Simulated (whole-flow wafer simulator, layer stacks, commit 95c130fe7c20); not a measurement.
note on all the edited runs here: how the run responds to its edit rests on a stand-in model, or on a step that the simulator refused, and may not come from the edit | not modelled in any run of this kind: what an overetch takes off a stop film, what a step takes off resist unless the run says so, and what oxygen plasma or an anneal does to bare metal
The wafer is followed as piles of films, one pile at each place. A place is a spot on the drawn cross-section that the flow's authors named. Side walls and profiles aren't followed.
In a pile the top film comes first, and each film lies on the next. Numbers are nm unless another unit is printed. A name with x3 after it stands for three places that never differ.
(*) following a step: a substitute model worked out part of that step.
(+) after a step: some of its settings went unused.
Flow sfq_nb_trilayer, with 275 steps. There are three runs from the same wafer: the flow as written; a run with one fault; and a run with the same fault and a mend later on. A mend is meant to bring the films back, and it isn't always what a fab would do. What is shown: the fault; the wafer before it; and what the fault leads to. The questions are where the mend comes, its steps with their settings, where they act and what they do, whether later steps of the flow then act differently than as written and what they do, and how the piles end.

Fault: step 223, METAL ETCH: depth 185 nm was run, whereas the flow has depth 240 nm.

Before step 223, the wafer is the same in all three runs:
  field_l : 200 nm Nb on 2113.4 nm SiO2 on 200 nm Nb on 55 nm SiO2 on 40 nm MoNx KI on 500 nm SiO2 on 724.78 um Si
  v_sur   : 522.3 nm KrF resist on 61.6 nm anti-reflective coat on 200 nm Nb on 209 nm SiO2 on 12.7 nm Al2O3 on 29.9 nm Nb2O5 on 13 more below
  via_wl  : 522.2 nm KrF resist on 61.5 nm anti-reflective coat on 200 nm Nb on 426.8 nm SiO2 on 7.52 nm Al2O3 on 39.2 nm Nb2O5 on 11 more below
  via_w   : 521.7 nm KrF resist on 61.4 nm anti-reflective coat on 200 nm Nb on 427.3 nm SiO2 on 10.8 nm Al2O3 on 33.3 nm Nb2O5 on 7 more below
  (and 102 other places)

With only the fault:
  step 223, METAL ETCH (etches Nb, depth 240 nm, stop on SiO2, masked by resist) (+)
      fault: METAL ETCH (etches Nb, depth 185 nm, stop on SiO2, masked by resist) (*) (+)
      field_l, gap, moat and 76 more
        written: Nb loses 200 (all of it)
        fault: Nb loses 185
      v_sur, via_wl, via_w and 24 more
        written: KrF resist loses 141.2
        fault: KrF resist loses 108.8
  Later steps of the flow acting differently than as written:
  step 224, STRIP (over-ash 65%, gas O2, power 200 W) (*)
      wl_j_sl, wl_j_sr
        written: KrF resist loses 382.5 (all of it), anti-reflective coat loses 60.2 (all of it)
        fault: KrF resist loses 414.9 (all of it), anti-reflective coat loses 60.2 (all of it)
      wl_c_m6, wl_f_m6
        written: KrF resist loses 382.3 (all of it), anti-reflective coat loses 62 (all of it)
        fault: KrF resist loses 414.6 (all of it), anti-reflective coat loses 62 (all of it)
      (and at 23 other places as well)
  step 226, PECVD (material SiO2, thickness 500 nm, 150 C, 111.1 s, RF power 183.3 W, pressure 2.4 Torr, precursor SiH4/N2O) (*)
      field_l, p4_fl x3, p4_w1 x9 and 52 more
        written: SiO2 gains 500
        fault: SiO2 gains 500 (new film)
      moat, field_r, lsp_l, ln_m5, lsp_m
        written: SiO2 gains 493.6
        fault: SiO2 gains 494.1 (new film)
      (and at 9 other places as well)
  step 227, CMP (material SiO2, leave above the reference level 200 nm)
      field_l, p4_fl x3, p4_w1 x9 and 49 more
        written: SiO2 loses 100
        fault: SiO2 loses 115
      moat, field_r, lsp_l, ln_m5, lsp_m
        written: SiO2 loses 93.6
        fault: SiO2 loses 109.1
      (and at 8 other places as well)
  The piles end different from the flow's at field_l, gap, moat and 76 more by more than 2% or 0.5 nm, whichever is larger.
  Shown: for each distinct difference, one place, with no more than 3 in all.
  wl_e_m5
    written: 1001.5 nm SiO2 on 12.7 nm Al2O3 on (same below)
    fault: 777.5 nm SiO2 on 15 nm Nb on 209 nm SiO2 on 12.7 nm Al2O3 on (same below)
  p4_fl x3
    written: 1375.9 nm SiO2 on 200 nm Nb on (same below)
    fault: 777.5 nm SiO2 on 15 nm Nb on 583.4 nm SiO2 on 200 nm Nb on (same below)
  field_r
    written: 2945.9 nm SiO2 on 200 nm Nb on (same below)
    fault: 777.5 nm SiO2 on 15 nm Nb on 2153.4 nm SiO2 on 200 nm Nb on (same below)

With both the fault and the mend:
  The mend follows step 223.
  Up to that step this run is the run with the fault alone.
  step 223a, METAL ETCH (etches Nb, depth 55 nm, stop on SiO2, masked by resist) (+) (a further turn of the flow's step 223, with different settings)
      field_l, gap, moat and 76 more
        Nb loses 15 (all of it)
      v_sur, via_wl, via_w and 24 more
        KrF resist loses 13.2
  Later steps of the flow acting differently than as written:
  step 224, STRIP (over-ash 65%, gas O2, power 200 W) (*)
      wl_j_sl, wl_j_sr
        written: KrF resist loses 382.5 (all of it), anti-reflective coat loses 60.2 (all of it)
        mend: KrF resist loses 401.6 (all of it), anti-reflective coat loses 60.2 (all of it)
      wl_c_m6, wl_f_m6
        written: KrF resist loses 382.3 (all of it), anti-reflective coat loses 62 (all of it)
        mend: KrF resist loses 401.4 (all of it), anti-reflective coat loses 62 (all of it)
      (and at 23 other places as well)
  By the end, the piles equal the flow's at every place that both follow.
